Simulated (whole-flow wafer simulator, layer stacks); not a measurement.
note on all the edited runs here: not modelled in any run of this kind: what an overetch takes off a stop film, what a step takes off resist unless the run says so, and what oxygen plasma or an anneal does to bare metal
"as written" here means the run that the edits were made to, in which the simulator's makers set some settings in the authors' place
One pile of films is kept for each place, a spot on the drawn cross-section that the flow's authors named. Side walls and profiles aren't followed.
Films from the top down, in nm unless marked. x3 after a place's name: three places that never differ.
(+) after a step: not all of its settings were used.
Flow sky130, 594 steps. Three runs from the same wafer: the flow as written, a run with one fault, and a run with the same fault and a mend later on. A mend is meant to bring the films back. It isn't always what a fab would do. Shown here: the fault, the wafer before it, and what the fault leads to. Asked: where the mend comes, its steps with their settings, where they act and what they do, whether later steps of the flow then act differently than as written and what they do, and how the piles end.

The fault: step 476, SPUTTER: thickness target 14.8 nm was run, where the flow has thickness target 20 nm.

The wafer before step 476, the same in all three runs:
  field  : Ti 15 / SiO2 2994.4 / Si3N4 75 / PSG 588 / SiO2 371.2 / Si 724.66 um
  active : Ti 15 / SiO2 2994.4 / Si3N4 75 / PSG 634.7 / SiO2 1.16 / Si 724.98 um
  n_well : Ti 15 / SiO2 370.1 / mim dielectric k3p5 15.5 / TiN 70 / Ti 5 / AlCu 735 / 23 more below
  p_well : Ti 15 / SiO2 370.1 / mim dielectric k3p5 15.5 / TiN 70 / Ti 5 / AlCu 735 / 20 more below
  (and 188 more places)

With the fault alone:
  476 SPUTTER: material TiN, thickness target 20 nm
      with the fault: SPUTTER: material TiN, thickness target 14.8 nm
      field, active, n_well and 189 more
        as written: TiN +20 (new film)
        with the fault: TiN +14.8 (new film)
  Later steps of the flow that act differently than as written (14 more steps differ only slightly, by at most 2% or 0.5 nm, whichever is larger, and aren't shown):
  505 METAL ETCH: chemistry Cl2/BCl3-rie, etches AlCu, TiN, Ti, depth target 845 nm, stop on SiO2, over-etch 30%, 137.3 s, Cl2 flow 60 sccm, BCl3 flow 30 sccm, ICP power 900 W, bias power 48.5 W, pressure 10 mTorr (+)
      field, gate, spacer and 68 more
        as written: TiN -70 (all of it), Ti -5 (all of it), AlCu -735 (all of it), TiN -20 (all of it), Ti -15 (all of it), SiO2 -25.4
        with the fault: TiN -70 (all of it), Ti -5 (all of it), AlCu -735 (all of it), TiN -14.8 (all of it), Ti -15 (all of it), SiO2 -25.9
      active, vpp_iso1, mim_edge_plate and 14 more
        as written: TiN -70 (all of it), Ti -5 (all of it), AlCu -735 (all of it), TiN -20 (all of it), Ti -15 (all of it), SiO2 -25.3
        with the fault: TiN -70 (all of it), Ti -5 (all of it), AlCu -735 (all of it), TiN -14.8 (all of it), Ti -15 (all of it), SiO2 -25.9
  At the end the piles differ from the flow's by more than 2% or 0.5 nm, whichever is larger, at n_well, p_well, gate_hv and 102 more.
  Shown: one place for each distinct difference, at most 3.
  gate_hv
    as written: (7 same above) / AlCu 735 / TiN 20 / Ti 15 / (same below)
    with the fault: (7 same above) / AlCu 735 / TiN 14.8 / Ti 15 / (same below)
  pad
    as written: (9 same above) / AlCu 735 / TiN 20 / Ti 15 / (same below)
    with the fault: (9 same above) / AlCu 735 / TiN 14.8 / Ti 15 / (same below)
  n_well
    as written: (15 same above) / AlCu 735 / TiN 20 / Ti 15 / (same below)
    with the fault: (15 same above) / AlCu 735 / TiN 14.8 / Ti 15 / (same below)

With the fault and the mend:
  The mend comes after step 476.
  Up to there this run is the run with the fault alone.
  476a SPUTTER: material TiN, thickness target 5.2 nm (the flow's step 476 once more, with other settings)
      field, active, n_well and 189 more
        TiN +5.2
  No later step of the flow acts differently than as written at any place that is followed.
  At the end the piles are the same as the flow's at every place that both follow.
